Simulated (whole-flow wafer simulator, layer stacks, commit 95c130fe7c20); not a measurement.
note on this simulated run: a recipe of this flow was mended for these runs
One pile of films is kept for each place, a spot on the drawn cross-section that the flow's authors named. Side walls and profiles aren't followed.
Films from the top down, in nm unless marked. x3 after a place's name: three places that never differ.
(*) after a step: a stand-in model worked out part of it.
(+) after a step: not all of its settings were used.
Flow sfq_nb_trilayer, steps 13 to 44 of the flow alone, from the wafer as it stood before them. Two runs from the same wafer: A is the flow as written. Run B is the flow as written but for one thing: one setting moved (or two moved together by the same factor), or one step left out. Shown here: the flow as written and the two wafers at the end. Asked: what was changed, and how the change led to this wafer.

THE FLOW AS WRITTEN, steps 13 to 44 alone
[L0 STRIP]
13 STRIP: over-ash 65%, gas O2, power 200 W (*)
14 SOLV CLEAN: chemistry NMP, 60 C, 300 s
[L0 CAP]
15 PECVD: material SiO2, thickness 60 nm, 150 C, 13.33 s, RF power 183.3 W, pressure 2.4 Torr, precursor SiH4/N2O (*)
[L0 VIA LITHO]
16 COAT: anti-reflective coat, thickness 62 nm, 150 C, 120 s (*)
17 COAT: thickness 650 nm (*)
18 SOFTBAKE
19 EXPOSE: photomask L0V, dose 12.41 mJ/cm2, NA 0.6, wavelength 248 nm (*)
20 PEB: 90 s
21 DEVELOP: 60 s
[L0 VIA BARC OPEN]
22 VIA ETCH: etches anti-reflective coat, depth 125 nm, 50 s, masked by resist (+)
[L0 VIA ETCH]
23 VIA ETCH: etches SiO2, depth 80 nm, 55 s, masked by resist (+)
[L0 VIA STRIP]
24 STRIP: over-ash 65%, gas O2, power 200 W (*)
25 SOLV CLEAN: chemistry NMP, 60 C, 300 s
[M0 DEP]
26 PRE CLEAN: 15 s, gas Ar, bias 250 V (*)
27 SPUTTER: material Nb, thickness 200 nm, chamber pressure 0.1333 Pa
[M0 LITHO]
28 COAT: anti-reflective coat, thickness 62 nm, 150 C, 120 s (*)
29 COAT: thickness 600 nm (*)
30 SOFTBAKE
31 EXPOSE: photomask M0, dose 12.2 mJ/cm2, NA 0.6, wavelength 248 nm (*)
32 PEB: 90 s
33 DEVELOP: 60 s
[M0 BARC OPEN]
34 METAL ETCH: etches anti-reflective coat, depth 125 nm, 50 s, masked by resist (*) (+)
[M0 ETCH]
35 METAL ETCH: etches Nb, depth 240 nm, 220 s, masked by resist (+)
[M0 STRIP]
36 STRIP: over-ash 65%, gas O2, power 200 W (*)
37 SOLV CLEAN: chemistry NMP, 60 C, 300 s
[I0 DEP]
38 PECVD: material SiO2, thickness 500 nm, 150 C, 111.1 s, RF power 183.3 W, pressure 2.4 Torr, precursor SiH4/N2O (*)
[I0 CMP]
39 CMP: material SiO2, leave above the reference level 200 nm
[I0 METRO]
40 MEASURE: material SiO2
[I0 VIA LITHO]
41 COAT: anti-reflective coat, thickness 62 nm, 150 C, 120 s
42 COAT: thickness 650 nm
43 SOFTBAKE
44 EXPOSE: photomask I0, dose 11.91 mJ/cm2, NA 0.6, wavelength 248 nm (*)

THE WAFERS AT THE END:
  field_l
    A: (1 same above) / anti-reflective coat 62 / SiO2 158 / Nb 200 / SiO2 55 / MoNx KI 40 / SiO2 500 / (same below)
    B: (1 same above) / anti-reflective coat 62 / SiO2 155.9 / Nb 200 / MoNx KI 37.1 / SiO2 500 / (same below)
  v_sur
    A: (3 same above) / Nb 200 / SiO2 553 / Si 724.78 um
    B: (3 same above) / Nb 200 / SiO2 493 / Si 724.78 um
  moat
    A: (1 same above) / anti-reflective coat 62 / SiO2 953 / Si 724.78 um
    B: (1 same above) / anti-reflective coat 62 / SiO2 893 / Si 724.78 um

The cause: step 15, PECVD: material SiO2, thickness 60 nm, 150 C, 13.33 s, RF power 183.3 W, pressure 2.4 Torr, precursor SiH4/N2O (*), was left out.

How the change led to this, step by step:
  16 COAT: anti-reflective coat, thickness 62 nm, 150 C, 120 s (*)
      l0r_space_c: A anti-reflective coat +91 (new film) | B anti-reflective coat +88.6 (new film)
  23 VIA ETCH: etches SiO2, depth 80 nm, 55 s, masked by resist (+)
      l0v: A SiO2 -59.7 (all of it), MoNx KI -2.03 | B MoNx KI -7.62
  24 STRIP: over-ash 65%, gas O2, power 200 W (*)
      l0r_space_c: A KrF-resist-other-grade -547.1 (all of it), anti-reflective coat -91 (all of it) | B KrF-resist-other-grade -548.2 (all of it), anti-reflective coat -88.6 (all of it)
  26 PRE CLEAN: 15 s, gas Ar, bias 250 V (*)
      field_l, l0_sur, l0r_line_l, l0r_line_c, l0r_line_r: A SiO2 -5 | B MoNx KI -2.91
  27 SPUTTER: material Nb, thickness 200 nm, chamber pressure 0.1333 Pa
      l0v: A Nb +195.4 (new film) | B Nb +200 (new film)
  28 COAT: anti-reflective coat, thickness 62 nm, 150 C, 120 s (*)
      lsp_m: A anti-reflective coat +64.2 (new film) | B anti-reflective coat +62.9 (new film)
      ln_m6: A anti-reflective coat +67.9 (new film) | B anti-reflective coat +65.2 (new film)
      (and at 3 more places)
  29 COAT: thickness 600 nm (*)
      l0v: A KrF-resist-other-grade +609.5 (new film) | B KrF-resist-other-grade +590.4 (new film)
  36 STRIP: over-ash 65%, gas O2, power 200 W (*)
      lsp_m: A KrF-resist-other-grade -371.9 (all of it), anti-reflective coat -64.2 (all of it) | B KrF-resist-other-grade -374 (all of it), anti-reflective coat -62.9 (all of it)
      ln_m6: A KrF-resist-other-grade -369.9 (all of it), anti-reflective coat -67.9 (all of it) | B KrF-resist-other-grade -374.3 (all of it), anti-reflective coat -65.2 (all of it)
      (and at 3 more places)
  39 CMP: material SiO2, leave above the reference level 200 nm
      l0v: A SiO2 -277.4 | B SiO2 -336.5
Counting metal films that touch as one body, field_l has 1 body; the flow as written gives 2 bodies (between them, from the top down: SiO2 55).
